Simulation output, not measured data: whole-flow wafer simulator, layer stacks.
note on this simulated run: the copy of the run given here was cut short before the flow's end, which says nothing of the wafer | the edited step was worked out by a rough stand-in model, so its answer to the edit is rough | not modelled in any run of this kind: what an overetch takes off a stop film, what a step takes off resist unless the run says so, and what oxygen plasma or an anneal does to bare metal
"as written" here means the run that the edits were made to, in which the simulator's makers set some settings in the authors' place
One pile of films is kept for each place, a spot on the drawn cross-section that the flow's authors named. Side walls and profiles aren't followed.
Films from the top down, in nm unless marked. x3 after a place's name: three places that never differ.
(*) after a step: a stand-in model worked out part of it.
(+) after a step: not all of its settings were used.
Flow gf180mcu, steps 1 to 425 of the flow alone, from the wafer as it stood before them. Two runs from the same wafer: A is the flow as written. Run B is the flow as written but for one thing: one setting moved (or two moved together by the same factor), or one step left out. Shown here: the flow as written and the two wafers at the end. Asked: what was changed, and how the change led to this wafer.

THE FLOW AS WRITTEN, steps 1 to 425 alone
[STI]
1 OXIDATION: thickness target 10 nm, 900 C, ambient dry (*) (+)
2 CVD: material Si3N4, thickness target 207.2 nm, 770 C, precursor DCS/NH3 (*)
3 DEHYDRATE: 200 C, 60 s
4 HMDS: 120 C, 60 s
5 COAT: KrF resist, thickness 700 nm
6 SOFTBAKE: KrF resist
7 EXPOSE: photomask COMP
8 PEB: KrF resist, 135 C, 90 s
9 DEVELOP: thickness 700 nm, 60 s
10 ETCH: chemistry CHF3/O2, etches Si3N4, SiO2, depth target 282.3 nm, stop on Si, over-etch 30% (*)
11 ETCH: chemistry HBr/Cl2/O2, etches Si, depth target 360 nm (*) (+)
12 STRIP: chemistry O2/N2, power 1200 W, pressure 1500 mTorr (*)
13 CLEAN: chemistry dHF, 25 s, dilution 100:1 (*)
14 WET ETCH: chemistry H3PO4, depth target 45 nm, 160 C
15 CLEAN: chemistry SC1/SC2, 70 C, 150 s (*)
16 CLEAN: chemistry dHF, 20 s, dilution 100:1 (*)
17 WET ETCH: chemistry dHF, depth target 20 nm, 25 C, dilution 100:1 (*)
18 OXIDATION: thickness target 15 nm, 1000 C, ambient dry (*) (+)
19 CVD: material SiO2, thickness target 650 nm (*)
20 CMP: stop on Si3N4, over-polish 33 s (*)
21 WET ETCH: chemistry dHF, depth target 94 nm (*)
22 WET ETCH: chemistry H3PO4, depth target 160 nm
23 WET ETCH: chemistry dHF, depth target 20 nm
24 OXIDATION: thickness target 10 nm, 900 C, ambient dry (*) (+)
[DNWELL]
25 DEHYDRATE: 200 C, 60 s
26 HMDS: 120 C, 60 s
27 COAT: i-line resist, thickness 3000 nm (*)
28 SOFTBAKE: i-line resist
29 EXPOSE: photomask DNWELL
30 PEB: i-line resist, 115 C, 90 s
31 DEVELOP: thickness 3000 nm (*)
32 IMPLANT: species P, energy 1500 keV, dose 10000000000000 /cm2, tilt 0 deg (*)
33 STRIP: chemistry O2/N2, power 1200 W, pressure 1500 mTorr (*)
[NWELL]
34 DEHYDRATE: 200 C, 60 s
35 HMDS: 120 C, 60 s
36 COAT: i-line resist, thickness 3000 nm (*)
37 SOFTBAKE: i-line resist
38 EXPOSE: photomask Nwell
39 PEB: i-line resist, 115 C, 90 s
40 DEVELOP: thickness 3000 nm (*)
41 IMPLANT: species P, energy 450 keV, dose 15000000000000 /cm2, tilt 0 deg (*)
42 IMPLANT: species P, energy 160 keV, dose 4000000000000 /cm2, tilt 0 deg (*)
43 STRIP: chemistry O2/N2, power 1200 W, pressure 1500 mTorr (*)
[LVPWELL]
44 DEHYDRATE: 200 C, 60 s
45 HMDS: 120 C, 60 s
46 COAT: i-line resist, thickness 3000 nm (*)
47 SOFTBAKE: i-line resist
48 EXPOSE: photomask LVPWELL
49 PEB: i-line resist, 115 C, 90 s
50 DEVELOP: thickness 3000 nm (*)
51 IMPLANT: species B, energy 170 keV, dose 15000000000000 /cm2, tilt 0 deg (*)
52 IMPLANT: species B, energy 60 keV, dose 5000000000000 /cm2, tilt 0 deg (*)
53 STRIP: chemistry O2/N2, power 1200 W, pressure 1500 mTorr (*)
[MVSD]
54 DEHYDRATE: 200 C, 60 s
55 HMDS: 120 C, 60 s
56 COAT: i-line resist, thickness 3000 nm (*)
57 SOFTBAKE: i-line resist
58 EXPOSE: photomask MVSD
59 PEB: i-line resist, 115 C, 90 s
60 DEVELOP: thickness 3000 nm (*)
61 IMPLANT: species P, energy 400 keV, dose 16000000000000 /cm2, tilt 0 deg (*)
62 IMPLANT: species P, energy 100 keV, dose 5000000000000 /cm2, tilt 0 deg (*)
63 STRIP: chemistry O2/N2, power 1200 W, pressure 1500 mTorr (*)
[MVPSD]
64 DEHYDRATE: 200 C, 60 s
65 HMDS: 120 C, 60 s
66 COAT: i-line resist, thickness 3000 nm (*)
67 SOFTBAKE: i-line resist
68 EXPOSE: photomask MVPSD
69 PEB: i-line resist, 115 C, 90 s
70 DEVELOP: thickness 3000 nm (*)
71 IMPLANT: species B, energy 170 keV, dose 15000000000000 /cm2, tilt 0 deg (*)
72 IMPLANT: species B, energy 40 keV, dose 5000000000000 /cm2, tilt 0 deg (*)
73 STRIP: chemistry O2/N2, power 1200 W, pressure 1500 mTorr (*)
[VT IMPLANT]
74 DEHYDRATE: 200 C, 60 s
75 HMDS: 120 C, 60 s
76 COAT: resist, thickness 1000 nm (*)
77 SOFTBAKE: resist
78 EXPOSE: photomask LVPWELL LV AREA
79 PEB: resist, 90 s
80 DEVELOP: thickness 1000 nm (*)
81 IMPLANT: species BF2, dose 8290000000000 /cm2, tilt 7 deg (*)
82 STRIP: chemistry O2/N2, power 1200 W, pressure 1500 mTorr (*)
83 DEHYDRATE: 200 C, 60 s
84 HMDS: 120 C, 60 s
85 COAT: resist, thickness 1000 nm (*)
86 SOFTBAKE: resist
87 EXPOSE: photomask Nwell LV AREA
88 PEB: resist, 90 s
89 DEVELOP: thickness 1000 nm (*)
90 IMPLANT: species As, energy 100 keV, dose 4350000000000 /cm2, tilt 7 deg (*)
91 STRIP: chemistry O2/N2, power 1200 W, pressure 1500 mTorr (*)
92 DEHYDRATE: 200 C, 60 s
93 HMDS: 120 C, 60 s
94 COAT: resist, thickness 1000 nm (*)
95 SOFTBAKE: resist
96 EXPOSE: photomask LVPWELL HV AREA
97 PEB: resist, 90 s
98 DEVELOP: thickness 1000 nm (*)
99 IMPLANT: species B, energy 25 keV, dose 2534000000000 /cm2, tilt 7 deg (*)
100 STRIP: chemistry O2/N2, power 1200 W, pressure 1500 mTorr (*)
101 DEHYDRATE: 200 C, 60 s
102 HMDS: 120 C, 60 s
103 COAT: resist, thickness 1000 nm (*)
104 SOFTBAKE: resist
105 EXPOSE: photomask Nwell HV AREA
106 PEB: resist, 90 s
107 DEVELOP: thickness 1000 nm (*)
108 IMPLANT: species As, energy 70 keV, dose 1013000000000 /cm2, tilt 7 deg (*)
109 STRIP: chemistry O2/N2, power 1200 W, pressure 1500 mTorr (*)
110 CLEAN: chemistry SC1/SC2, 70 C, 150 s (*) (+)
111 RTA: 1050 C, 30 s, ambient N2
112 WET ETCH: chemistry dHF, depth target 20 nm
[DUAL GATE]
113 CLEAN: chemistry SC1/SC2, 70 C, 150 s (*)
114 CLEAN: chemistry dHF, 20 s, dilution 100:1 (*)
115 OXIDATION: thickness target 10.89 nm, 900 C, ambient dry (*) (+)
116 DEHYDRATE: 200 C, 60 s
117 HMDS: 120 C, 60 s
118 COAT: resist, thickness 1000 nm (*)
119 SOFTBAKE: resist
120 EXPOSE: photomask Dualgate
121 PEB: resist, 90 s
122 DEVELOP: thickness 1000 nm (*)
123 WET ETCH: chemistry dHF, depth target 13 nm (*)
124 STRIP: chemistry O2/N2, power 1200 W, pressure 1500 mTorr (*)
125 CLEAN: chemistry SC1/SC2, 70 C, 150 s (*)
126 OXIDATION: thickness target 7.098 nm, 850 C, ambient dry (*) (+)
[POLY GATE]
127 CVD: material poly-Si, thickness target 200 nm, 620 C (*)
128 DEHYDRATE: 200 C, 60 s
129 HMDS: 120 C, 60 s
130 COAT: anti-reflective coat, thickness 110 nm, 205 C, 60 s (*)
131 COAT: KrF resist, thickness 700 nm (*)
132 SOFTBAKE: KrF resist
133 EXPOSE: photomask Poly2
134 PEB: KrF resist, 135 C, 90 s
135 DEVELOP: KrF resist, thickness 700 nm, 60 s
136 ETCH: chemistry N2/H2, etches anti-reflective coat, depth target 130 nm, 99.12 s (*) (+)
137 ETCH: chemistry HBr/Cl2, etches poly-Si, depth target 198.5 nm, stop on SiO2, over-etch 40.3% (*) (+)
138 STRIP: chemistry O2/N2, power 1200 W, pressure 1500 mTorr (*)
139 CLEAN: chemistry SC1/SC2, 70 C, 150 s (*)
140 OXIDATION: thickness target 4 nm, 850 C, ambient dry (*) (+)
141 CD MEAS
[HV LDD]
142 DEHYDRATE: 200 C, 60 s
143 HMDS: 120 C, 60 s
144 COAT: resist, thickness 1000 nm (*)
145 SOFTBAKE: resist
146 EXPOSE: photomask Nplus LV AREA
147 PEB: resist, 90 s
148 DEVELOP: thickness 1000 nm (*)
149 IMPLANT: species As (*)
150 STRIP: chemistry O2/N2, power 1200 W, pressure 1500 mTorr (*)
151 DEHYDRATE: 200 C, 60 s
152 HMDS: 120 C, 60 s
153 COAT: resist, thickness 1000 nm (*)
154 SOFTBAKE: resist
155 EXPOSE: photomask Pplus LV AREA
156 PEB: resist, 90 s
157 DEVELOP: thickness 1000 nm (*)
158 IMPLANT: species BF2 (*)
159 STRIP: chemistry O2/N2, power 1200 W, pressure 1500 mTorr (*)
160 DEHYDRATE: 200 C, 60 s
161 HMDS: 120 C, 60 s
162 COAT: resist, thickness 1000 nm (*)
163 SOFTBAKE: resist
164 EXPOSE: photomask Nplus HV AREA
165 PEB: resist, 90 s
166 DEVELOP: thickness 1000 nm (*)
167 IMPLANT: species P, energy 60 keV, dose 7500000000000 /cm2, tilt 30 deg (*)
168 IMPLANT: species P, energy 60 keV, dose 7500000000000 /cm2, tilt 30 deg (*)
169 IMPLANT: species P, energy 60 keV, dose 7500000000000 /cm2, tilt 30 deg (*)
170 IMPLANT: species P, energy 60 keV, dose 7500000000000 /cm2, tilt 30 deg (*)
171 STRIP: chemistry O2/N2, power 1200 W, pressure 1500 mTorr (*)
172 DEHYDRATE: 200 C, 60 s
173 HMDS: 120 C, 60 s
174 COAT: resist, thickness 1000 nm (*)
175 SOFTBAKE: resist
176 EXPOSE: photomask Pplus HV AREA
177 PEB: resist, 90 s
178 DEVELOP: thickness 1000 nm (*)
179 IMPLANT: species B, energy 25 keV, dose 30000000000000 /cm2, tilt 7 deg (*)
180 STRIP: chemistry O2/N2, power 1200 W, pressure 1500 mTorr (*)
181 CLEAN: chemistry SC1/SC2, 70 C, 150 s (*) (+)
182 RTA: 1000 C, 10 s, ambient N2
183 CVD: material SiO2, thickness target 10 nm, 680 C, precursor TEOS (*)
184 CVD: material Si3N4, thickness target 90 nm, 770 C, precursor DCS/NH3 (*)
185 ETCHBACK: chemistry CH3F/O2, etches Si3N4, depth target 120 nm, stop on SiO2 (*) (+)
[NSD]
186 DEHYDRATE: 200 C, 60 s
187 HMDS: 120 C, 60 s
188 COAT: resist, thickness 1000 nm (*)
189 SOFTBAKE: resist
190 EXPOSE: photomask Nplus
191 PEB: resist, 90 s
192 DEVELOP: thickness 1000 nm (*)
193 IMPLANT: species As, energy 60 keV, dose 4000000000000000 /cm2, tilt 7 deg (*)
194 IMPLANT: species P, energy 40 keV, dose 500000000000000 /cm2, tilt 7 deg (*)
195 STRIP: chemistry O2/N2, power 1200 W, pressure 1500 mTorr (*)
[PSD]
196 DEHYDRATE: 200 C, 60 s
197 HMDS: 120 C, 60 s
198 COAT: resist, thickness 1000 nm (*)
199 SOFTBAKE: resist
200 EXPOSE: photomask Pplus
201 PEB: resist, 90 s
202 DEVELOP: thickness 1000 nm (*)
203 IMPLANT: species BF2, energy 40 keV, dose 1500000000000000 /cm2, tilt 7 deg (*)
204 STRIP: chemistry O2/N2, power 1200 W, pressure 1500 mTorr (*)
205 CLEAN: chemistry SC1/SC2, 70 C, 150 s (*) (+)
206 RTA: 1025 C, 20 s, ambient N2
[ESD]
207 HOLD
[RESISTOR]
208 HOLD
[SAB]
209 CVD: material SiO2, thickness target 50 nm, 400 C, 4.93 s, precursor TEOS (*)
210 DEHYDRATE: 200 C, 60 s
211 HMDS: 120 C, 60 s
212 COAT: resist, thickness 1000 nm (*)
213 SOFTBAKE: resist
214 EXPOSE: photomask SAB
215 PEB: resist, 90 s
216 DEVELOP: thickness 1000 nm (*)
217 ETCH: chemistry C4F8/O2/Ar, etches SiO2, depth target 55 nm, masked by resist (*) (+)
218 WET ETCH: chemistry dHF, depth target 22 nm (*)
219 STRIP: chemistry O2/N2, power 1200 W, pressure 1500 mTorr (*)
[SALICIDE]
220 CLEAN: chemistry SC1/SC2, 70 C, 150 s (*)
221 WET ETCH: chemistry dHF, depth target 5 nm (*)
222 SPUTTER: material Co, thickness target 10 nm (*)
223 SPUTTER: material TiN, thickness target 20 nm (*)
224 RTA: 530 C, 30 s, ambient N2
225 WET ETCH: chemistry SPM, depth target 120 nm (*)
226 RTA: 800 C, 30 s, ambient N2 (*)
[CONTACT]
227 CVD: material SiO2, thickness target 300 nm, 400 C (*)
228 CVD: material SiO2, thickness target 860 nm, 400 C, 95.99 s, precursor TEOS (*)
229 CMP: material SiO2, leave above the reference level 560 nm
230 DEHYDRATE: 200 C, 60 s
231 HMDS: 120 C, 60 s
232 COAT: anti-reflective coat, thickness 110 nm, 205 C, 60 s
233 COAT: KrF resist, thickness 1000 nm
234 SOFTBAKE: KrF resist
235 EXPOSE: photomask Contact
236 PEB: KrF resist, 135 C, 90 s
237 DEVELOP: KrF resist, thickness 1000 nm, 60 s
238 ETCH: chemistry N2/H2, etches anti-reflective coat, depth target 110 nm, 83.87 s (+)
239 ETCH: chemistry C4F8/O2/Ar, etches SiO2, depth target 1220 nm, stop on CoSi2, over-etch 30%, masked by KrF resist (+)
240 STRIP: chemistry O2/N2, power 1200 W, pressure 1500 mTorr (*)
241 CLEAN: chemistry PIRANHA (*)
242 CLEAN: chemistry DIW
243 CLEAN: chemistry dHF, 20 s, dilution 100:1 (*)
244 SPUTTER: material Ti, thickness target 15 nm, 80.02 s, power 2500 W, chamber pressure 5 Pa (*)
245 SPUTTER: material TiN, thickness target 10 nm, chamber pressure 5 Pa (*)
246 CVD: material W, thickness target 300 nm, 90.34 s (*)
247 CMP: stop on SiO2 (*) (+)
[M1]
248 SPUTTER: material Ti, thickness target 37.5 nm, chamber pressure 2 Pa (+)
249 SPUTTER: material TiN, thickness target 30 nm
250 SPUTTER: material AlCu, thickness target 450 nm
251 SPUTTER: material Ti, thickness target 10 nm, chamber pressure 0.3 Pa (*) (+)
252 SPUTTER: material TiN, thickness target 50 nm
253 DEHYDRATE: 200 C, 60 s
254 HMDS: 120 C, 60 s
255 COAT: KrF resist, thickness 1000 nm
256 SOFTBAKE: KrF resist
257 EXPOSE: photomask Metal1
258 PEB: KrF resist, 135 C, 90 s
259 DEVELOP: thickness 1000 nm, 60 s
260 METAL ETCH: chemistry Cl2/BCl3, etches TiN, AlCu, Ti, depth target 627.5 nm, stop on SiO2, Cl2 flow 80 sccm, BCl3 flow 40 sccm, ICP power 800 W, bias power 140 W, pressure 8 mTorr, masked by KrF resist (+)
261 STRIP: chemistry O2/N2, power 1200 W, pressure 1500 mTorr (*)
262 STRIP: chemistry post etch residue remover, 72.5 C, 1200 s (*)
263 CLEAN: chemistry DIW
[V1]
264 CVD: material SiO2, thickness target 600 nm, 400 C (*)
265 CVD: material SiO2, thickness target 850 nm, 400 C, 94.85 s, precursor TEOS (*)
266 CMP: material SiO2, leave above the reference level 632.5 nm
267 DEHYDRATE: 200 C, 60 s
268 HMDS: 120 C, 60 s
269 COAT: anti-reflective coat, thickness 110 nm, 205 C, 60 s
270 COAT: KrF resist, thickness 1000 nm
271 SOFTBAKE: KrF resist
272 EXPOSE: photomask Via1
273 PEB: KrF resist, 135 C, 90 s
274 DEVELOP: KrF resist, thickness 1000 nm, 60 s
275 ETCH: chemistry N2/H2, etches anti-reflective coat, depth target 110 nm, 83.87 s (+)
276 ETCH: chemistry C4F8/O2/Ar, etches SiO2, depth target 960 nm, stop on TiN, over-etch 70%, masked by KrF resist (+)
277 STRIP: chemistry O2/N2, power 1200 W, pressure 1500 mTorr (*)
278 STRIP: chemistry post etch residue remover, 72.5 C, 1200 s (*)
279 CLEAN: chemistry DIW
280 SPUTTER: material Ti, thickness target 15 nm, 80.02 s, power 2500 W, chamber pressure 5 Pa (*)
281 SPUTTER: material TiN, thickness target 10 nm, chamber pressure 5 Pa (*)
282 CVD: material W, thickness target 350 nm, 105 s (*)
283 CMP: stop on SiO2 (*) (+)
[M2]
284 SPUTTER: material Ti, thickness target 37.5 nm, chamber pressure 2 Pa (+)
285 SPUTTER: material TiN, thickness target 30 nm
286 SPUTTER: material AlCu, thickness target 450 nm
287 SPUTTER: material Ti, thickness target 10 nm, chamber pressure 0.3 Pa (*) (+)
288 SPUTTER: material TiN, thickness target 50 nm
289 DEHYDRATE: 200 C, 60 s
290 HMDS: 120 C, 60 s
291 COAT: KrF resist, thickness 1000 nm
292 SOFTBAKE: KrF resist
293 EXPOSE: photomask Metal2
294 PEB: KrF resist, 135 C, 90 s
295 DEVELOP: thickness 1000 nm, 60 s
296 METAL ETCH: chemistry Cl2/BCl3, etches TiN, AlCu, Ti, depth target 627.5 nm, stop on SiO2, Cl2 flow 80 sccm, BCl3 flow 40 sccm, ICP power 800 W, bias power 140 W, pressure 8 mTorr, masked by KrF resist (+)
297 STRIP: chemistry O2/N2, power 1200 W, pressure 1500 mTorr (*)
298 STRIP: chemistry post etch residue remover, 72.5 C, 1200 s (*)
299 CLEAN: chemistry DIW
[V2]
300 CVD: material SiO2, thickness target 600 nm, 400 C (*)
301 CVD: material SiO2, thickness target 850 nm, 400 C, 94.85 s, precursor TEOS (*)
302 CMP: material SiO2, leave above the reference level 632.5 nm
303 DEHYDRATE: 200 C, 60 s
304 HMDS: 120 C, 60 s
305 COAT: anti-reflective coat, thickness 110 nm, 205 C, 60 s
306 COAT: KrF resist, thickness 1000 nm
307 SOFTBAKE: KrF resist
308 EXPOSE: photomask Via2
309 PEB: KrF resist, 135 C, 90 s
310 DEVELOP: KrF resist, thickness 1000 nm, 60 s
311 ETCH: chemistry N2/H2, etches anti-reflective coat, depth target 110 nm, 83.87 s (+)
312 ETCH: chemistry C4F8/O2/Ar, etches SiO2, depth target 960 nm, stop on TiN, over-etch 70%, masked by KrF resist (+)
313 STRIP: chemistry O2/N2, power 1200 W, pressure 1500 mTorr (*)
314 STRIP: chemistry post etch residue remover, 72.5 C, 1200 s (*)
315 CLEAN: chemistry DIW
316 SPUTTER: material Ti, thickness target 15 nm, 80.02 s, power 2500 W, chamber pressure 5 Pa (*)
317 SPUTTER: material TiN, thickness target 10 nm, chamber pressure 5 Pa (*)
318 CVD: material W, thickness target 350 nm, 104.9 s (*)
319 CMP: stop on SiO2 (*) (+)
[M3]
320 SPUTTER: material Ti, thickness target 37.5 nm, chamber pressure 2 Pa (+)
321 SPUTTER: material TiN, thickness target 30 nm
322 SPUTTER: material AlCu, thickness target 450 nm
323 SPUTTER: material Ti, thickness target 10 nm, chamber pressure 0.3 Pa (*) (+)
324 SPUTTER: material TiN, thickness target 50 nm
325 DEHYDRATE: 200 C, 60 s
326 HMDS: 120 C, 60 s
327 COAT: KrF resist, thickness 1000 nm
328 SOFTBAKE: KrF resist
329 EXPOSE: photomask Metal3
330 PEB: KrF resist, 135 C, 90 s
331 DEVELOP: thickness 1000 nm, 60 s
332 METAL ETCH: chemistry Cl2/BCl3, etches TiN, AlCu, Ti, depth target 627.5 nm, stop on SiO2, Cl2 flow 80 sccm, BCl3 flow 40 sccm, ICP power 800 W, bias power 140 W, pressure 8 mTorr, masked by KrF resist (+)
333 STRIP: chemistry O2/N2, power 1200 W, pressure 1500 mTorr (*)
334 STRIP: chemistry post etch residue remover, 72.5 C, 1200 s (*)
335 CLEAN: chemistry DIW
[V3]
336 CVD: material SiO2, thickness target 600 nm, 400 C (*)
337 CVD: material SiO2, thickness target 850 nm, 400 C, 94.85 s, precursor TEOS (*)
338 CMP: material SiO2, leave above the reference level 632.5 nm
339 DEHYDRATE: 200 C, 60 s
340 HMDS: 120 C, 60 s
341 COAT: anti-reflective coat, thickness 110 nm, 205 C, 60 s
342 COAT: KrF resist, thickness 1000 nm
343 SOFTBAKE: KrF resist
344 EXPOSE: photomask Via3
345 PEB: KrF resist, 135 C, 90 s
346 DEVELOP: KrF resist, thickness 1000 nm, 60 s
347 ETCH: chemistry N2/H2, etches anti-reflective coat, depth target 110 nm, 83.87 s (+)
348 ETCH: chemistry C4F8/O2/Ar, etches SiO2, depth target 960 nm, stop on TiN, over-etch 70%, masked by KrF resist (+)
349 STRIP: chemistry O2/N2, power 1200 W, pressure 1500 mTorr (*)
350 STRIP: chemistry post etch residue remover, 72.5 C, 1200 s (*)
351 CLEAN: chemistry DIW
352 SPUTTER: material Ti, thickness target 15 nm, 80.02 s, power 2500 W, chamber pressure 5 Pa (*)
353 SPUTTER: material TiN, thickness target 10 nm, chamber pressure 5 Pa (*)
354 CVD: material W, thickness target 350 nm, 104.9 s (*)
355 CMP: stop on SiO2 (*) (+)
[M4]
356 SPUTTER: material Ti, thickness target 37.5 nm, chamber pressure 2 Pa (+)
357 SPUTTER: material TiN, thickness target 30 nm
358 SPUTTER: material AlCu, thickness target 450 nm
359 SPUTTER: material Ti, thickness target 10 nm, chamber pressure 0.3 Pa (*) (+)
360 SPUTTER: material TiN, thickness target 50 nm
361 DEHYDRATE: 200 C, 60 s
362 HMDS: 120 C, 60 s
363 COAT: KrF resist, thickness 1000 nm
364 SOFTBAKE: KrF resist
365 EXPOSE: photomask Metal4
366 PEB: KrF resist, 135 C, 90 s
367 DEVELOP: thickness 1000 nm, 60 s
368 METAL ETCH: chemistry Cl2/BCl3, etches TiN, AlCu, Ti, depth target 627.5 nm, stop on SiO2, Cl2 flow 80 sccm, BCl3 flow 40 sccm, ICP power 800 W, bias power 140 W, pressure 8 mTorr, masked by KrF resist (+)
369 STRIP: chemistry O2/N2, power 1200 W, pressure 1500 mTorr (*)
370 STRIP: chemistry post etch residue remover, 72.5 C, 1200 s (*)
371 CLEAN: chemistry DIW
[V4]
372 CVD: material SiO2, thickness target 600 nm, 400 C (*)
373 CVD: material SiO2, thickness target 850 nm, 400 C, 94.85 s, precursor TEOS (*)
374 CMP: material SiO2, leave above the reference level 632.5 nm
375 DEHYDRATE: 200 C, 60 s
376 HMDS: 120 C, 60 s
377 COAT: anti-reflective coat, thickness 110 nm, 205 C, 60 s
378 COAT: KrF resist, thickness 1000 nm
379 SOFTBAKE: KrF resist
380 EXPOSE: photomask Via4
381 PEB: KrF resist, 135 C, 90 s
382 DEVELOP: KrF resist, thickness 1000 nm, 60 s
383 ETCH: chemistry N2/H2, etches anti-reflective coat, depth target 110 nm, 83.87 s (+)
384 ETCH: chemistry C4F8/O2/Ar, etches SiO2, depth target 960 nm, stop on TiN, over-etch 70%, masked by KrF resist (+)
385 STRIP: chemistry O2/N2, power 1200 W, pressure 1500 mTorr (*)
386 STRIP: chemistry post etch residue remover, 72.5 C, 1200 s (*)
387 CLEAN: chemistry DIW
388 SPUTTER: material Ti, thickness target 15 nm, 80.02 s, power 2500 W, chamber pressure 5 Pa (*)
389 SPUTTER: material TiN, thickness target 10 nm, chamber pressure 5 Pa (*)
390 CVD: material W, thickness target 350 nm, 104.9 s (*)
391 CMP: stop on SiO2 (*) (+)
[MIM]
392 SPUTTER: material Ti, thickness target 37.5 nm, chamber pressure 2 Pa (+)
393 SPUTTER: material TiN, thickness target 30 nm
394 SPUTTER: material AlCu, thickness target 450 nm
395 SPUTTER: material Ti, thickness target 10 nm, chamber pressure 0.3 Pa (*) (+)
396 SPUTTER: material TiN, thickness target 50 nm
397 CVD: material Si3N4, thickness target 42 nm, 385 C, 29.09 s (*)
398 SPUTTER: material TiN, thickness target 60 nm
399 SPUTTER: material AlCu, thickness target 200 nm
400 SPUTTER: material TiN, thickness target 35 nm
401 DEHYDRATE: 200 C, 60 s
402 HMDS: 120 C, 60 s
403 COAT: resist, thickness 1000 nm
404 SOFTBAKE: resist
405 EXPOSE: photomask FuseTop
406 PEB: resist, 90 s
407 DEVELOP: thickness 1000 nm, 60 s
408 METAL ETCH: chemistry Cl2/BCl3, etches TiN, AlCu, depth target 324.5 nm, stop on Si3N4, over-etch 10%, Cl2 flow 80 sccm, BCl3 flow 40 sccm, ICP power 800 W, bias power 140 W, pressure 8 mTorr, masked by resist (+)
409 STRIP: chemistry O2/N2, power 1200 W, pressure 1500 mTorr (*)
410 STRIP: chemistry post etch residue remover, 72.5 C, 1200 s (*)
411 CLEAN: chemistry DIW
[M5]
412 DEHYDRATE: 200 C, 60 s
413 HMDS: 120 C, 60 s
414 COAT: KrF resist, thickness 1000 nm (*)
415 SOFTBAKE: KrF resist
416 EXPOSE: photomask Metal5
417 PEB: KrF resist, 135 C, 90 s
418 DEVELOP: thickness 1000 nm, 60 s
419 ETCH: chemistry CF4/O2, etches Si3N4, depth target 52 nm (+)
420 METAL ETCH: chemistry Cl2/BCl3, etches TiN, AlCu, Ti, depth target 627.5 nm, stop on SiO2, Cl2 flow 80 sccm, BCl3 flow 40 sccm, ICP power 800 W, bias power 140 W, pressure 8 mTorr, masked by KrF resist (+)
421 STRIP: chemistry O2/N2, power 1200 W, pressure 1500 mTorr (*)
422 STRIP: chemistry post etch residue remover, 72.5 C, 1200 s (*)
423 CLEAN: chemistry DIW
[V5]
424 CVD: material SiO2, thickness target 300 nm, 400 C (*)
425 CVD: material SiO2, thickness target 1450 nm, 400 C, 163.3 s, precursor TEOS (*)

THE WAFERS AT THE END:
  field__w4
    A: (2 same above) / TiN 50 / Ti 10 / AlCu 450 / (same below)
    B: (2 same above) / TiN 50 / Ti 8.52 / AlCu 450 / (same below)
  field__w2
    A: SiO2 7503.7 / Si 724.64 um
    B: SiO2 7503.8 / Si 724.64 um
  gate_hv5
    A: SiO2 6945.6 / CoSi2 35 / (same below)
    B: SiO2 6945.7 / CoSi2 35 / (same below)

The cause: step 395, SPUTTER: thickness target 8.52 nm was run, where the flow has thickness target 10 nm.
It can be read off the wafer: field__w4 has Ti 8.52, and step 395 as written asks for 10 nm.

How the change led to this, step by step:
  395 SPUTTER: material Ti, thickness target 10 nm, chamber pressure 0.3 Pa (*) (+)
      field, field__w1, field__w2 and 108 more: A Ti +10 (new film) | B Ti +8.52 (new film)
  420 METAL ETCH: chemistry Cl2/BCl3, etches TiN, AlCu, Ti, depth target 627.5 nm, stop on SiO2, Cl2 flow 80 sccm, BCl3 flow 40 sccm, ICP power 800 W, bias power 140 W, pressure 8 mTorr, masked by KrF resist (+)
      field, field__w1, field__w2 and 101 more: A TiN -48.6 (all of it), Ti -10 (all of it), AlCu -450 (all of it), TiN -30 (all of it), Ti -37.5 (all of it) | B TiN -48.6 (all of it), Ti -8.52 (all of it), AlCu -450 (all of it), TiN -30 (all of it), Ti -37.5 (all of it)
